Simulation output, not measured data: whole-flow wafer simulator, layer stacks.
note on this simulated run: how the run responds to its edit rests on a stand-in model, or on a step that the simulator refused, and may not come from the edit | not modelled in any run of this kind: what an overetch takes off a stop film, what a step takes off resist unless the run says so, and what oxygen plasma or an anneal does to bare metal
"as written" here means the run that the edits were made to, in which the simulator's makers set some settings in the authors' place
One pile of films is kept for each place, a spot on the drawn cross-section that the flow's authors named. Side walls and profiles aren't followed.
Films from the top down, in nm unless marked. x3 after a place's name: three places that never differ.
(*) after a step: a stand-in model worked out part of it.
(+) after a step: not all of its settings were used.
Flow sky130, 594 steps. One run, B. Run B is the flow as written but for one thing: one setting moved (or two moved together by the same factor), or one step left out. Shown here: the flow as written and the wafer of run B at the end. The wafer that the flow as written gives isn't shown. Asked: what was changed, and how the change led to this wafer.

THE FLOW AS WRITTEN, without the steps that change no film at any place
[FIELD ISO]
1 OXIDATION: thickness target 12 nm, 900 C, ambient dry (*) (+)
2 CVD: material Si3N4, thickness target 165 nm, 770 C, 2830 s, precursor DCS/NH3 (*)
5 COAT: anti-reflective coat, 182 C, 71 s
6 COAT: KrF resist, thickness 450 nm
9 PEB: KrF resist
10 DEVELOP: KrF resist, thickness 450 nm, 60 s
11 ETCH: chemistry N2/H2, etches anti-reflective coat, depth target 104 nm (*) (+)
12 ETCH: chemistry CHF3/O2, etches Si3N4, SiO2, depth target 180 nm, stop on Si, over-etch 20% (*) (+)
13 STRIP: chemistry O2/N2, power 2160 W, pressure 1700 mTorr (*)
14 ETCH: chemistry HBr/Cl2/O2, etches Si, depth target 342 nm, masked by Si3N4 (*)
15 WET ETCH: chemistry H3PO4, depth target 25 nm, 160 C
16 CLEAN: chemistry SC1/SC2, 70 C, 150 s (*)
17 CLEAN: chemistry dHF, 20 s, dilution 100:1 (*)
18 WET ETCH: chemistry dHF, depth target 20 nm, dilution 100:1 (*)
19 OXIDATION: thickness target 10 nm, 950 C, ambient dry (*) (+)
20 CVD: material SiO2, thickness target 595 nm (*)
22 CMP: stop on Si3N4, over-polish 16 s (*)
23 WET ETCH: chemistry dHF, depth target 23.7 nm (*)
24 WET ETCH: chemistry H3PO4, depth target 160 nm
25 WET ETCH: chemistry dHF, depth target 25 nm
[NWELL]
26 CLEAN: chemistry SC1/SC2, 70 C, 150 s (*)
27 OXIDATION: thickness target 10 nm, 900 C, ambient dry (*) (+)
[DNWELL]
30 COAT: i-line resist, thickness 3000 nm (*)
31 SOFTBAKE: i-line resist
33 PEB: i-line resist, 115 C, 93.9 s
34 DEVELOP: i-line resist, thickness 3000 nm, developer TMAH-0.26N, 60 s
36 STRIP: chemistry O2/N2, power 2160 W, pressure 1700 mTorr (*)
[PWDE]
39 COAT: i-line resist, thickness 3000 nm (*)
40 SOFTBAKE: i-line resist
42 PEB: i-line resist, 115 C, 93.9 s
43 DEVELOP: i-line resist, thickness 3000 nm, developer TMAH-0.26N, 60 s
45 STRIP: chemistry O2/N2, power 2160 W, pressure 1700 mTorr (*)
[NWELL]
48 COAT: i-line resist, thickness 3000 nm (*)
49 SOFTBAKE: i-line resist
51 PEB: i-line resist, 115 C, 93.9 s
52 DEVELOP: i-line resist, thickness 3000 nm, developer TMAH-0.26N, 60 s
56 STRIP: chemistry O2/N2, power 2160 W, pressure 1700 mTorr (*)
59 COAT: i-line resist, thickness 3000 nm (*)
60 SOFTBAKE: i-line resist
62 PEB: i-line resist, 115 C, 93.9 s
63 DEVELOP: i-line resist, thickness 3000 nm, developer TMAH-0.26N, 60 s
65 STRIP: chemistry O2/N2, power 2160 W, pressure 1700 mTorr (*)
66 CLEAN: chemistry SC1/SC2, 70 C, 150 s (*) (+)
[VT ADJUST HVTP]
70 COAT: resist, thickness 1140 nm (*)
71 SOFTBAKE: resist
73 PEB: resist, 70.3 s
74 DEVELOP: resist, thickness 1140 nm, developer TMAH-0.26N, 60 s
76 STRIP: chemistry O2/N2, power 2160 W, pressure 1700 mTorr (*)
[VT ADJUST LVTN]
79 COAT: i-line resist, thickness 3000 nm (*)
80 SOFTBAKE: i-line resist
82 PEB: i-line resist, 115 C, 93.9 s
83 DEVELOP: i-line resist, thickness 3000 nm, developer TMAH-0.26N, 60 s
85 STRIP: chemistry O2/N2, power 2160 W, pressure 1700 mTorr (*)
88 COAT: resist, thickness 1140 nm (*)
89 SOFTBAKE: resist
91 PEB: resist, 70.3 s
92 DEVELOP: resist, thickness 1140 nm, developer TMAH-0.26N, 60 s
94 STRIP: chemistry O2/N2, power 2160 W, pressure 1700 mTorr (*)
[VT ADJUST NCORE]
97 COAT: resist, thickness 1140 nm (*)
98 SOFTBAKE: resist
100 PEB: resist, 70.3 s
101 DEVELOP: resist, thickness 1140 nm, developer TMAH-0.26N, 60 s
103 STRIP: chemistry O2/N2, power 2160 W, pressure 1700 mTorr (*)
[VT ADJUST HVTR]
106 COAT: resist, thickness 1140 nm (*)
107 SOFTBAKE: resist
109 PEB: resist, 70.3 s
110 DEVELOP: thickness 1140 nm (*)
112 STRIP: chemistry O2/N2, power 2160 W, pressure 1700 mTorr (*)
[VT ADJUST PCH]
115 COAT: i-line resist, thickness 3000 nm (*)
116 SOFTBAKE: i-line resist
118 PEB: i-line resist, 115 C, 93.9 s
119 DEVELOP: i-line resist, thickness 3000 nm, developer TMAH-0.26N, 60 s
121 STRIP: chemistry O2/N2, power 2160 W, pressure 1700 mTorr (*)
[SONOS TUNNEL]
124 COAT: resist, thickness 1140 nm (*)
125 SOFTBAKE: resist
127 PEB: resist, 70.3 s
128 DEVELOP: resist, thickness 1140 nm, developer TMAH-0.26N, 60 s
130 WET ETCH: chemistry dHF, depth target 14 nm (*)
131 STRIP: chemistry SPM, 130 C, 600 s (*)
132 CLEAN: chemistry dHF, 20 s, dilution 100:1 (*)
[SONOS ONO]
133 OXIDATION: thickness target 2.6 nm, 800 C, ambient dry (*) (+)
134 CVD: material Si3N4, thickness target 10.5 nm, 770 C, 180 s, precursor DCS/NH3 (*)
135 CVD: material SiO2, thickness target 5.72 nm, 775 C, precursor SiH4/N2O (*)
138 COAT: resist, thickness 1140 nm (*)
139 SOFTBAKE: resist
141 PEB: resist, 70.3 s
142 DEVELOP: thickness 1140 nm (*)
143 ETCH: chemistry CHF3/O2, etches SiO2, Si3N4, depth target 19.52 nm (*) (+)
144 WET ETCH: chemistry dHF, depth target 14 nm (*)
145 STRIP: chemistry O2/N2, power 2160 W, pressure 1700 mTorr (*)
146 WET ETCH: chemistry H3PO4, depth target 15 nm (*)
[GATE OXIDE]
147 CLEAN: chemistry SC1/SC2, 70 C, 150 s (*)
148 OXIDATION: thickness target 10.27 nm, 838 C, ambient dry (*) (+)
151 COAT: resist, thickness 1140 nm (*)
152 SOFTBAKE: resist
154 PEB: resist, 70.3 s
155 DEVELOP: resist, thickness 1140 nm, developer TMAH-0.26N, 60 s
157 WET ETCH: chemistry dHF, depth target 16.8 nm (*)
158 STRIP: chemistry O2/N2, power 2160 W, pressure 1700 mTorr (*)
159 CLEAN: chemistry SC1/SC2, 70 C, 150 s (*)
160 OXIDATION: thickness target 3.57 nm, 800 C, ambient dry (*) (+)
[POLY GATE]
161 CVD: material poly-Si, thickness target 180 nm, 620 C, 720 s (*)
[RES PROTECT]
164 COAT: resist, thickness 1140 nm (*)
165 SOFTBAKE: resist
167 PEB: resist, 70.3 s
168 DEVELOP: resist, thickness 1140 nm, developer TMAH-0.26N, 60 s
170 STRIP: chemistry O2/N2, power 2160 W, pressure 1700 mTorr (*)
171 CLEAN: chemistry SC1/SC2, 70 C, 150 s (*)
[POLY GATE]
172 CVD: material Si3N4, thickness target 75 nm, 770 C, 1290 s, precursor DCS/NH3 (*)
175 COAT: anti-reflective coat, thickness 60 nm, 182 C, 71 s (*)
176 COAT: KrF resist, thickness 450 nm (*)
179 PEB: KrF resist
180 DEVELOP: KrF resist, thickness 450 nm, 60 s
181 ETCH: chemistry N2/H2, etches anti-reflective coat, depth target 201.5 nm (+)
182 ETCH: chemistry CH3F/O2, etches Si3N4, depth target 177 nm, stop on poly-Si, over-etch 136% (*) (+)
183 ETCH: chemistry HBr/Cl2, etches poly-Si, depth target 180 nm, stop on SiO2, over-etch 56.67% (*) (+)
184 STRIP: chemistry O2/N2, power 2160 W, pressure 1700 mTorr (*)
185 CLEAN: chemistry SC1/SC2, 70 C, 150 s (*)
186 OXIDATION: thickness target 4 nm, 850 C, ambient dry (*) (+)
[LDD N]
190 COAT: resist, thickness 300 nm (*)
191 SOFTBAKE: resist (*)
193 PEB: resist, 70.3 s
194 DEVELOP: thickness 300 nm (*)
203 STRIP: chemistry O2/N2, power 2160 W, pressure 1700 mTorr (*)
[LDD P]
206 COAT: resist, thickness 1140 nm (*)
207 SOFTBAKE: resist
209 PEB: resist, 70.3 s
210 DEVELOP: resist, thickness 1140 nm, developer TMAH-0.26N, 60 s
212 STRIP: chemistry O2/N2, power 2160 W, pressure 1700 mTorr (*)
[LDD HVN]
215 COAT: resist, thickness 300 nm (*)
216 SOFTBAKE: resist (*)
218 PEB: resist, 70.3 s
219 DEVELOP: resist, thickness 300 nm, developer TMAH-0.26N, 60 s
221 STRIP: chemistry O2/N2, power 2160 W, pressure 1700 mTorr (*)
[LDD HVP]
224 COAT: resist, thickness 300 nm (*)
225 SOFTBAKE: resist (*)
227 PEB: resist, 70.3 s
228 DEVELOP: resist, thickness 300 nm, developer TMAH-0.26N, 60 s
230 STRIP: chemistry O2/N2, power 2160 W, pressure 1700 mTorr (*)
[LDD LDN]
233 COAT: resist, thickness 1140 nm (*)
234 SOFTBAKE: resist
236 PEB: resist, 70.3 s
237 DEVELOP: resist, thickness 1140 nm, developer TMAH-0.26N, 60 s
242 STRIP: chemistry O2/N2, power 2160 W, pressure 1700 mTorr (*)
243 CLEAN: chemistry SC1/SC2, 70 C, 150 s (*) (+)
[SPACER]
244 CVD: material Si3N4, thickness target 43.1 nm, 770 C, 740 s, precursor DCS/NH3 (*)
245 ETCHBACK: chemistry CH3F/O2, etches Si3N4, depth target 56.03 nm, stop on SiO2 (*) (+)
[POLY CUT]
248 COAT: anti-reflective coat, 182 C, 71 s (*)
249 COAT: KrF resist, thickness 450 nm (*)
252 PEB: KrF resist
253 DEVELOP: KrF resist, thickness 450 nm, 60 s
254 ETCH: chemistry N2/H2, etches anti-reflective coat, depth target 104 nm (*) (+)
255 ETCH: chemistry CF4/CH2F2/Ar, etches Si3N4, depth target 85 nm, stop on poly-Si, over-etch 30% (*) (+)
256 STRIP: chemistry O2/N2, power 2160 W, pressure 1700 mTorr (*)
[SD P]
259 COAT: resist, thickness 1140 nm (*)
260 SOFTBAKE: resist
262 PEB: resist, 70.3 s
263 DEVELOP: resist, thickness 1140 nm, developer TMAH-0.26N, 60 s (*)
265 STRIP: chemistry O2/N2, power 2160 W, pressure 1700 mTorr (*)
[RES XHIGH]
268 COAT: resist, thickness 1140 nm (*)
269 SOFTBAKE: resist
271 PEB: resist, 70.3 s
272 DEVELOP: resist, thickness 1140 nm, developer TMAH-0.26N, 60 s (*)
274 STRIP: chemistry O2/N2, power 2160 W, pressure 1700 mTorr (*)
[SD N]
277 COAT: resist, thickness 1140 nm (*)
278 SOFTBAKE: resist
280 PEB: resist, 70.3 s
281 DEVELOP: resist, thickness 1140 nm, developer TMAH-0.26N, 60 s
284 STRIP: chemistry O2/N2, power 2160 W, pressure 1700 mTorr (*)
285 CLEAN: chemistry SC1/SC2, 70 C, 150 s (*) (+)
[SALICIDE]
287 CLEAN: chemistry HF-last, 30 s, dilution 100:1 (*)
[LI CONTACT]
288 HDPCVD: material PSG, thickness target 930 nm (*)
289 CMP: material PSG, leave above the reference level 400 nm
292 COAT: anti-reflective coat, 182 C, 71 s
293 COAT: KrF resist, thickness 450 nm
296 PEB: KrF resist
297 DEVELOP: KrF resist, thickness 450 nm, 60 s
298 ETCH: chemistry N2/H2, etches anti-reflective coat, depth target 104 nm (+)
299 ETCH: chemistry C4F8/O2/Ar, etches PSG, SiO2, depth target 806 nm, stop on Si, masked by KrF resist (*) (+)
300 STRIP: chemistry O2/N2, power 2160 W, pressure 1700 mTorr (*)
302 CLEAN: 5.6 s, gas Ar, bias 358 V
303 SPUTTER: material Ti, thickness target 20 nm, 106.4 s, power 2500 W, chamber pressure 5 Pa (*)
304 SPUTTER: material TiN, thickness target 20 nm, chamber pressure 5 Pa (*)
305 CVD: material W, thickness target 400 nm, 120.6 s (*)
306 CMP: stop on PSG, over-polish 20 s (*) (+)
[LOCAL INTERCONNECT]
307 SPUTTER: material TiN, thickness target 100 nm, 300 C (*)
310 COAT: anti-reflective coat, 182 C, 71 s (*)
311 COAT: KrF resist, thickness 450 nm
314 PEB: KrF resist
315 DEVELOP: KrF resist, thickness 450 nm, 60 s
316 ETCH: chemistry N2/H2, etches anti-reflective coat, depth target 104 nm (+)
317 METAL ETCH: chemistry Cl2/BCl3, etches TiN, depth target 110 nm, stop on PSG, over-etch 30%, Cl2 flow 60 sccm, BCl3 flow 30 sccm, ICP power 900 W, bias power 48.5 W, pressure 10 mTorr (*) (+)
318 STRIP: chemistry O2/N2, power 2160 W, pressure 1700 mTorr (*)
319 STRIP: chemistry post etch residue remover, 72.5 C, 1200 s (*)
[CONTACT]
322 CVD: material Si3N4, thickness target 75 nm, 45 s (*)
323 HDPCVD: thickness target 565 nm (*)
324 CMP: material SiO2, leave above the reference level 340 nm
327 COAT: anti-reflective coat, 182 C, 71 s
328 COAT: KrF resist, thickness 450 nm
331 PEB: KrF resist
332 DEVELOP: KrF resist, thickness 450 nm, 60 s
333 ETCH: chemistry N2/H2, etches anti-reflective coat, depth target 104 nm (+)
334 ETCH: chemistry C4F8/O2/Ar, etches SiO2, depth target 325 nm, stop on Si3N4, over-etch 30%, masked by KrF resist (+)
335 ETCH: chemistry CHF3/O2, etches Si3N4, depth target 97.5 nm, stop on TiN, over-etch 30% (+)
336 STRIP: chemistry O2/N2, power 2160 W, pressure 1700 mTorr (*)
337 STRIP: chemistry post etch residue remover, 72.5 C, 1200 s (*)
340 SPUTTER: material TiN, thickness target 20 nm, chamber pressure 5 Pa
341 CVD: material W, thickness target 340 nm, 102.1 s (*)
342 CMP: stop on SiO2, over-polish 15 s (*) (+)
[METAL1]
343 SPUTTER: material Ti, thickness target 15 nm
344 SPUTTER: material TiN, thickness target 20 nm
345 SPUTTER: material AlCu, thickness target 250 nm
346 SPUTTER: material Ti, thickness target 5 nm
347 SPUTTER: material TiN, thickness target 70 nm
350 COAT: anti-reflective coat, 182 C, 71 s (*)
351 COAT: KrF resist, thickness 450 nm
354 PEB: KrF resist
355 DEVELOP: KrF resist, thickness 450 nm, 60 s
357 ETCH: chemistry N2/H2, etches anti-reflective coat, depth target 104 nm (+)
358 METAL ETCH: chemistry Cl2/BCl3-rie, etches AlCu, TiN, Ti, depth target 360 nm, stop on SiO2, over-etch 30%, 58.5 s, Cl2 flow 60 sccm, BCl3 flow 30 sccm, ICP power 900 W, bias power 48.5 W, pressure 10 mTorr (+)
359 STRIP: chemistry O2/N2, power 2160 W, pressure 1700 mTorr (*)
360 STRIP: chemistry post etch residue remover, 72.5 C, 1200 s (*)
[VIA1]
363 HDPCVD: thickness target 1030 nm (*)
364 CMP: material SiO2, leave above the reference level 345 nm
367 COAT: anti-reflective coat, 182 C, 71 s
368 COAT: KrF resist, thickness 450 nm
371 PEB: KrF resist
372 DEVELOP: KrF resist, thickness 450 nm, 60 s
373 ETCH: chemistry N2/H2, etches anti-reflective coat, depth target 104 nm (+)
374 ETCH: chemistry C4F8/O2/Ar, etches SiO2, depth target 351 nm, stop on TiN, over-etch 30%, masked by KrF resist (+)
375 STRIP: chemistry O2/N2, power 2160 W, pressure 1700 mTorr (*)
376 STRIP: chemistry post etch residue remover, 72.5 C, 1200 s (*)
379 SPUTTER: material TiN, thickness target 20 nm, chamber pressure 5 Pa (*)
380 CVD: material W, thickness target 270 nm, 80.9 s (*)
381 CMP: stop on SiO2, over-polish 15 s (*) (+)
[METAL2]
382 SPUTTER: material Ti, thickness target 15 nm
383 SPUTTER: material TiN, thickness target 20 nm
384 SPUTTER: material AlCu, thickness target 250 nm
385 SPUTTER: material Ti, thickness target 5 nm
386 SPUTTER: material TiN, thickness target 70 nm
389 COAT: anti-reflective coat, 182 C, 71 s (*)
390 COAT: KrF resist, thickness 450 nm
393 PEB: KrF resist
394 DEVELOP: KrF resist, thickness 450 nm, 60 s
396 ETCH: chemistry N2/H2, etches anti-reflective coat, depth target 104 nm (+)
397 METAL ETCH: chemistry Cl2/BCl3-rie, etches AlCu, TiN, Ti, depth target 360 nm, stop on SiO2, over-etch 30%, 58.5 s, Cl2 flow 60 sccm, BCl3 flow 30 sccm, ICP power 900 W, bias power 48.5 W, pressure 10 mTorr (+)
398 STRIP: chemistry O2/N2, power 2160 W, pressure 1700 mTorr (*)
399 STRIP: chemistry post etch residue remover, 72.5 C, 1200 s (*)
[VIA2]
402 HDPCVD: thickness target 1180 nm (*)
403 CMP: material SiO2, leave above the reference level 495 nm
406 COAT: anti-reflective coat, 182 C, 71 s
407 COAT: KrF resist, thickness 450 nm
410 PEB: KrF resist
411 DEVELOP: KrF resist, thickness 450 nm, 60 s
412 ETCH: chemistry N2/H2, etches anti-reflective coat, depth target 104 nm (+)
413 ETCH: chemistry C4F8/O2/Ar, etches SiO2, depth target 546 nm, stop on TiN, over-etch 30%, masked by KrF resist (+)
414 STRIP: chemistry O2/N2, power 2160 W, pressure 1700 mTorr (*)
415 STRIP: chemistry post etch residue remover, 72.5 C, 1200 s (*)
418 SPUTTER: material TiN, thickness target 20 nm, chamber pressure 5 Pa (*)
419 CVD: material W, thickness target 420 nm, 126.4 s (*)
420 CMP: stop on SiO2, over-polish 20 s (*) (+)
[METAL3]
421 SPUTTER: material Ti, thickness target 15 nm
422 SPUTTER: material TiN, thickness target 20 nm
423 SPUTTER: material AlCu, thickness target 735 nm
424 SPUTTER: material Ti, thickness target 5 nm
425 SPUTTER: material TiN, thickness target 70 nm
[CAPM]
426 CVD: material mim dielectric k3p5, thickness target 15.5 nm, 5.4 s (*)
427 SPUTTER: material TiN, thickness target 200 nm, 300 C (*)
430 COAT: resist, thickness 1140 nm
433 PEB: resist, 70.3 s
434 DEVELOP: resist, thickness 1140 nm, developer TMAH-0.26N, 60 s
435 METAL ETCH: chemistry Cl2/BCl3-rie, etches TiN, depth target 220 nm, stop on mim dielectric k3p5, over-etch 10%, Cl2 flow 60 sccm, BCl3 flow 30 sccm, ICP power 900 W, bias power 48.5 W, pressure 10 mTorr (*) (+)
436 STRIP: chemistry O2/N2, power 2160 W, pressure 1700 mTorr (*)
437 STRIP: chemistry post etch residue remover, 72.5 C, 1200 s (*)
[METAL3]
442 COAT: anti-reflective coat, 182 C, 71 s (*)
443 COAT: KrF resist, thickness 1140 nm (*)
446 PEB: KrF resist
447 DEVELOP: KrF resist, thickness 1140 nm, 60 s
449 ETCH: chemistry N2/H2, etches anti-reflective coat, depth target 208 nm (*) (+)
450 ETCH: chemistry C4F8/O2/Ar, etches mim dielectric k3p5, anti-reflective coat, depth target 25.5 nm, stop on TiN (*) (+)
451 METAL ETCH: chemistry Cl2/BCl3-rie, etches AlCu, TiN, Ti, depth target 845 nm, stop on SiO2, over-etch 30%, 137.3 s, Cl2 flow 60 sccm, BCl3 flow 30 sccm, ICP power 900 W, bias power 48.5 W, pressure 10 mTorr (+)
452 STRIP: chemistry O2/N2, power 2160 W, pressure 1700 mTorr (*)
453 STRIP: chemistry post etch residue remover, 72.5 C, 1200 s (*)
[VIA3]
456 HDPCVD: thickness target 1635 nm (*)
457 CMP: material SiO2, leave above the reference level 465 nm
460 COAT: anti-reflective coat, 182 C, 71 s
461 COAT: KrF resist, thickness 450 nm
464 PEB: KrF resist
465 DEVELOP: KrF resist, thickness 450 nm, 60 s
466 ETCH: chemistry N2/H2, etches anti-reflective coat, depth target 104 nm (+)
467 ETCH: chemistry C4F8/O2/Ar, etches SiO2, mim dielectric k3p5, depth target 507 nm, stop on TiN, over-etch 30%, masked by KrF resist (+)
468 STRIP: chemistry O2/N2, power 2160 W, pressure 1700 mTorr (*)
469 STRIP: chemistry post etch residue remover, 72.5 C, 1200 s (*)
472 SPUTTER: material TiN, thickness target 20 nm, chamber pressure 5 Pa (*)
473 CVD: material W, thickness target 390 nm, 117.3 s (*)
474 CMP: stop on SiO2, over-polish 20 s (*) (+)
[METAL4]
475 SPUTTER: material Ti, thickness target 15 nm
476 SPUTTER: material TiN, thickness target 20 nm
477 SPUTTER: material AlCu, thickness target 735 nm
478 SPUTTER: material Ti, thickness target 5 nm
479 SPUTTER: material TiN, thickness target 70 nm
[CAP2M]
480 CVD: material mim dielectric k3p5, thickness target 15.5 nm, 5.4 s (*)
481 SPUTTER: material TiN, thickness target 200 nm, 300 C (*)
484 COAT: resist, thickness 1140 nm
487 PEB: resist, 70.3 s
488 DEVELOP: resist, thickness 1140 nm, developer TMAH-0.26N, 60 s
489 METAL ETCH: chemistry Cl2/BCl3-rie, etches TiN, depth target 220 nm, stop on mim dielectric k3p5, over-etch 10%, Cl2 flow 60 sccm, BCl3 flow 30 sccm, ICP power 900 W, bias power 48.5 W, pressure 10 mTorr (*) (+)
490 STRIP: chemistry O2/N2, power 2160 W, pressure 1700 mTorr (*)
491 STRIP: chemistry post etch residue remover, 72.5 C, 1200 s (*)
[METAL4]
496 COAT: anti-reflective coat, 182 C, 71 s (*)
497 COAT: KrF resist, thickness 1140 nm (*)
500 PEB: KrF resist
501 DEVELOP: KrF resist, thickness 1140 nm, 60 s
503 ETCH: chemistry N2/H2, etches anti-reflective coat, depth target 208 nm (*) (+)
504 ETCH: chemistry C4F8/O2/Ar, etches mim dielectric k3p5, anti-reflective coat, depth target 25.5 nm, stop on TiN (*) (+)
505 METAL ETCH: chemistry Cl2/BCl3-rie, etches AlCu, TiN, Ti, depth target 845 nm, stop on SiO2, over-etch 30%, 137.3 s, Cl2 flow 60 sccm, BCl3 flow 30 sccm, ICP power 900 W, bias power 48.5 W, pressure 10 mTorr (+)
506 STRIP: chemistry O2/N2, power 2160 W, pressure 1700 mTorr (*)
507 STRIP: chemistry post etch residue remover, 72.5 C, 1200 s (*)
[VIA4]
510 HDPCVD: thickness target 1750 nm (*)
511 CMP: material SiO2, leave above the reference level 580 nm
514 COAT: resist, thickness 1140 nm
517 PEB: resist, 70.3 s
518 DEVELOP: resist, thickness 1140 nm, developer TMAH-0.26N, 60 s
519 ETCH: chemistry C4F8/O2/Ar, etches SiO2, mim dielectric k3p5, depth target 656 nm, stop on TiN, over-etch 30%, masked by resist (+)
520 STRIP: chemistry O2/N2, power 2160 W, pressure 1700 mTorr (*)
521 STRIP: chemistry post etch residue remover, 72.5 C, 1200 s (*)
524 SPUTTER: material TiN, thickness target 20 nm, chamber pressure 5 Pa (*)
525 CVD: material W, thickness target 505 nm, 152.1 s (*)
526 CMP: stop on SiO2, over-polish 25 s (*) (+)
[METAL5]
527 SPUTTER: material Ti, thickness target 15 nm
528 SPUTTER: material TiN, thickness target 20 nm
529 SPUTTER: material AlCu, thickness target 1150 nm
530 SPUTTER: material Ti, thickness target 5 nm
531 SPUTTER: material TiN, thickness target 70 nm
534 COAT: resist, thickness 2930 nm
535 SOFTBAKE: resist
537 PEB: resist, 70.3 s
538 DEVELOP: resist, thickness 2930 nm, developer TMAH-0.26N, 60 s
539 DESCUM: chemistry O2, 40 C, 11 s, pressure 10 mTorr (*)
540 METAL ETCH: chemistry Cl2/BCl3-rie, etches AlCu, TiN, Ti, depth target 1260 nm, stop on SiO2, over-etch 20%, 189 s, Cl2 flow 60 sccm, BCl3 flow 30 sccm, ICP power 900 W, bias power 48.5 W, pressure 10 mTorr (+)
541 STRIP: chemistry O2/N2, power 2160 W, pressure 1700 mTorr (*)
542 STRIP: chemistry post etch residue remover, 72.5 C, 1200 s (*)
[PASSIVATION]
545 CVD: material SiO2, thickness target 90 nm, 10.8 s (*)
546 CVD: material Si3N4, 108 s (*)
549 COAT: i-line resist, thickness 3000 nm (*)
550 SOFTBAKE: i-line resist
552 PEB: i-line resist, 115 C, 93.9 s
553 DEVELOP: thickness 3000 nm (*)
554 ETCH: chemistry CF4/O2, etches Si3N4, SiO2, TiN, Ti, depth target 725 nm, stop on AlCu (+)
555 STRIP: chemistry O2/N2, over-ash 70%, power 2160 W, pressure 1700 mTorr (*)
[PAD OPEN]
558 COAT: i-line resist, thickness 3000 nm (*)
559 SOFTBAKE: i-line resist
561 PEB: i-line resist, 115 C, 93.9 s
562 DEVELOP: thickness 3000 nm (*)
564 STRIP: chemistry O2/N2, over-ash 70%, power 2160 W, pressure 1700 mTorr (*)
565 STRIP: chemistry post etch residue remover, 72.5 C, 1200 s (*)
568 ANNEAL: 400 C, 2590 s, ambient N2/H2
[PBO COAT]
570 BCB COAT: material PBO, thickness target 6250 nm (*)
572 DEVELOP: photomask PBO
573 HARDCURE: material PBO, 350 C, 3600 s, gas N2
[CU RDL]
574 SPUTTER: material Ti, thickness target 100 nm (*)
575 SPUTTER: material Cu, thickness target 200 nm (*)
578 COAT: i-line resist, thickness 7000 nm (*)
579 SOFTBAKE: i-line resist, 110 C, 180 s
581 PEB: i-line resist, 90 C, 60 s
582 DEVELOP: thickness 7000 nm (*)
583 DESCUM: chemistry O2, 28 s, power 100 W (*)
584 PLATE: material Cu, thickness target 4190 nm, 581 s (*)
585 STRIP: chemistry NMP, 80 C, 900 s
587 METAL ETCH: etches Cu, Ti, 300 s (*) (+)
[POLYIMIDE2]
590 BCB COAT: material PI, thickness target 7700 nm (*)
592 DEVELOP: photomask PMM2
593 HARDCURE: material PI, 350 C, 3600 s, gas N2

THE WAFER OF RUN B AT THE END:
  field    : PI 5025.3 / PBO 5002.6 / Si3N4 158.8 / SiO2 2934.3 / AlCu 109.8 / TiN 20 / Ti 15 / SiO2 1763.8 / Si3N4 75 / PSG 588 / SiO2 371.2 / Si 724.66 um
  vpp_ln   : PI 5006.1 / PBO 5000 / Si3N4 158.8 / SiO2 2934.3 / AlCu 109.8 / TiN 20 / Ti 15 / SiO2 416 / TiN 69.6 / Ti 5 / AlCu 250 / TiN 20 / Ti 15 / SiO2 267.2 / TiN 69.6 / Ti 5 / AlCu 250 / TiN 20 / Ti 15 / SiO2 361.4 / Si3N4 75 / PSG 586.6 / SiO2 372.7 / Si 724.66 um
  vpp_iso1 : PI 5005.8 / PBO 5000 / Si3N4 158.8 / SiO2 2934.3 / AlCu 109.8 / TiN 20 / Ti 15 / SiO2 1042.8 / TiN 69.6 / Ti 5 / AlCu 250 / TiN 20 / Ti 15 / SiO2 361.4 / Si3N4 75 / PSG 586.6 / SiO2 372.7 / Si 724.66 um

The cause: step 423, SPUTTER: thickness target 1139 nm was run, where the flow has thickness target 735 nm.

How the change led to this, step by step:
  423 SPUTTER: material AlCu, thickness target 735 nm
      field, active, n_well and 188 more: AlCu +1139 (new film) (as written it would be: AlCu +735 (new film))
  451 METAL ETCH: chemistry Cl2/BCl3-rie, etches AlCu, TiN, Ti, depth target 845 nm, stop on SiO2, over-etch 30%, 137.3 s, Cl2 flow 60 sccm, BCl3 flow 30 sccm, ICP power 900 W, bias power 48.5 W, pressure 10 mTorr (+)
      field, gate, spacer and 68 more: TiN -70 (all of it), Ti -5 (all of it), AlCu -1023.5 (as written it would be: TiN -70 (all of it), Ti -5 (all of it), AlCu -735 (all of it), TiN -20 (all of it), Ti -15 (all of it), SiO2 -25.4)
      active, vpp_ln, vpp_iso2 and 11 more: TiN -70 (all of it), Ti -5 (all of it), AlCu -1023.5 (as written it would be: TiN -70 (all of it), Ti -5 (all of it), AlCu -735 (all of it), TiN -20 (all of it), Ti -15 (all of it), SiO2 -25.3)
  453 STRIP: chemistry post etch residue remover, 72.5 C, 1200 s (*)
      field, active, gate and 82 more: AlCu -5.72 (as written it would be: nothing)
  456 HDPCVD: thickness target 1635 nm (*)
      field, active, gate and 82 more: SiO2 +1635 (new film) (as written it would be: SiO2 +1635)
  457 CMP: material SiO2, leave above the reference level 465 nm
      field, active, gate and 82 more: SiO2 -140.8 (as written it would be: SiO2 -374.7)
Counting metal films that touch as one body, field has 1 body; the flow as written gives 0 bodies.
Counting metal films that touch as one body, vpp_ln has 3 bodies (between them, from the top down: SiO2 416; SiO2 267.2); the flow as written gives 2 bodies (between them, from the top down: SiO2 267.2).
Counting metal films that touch as one body, vpp_iso1 has 2 bodies (between them, from the top down: SiO2 1042.8); the flow as written gives 1 body.
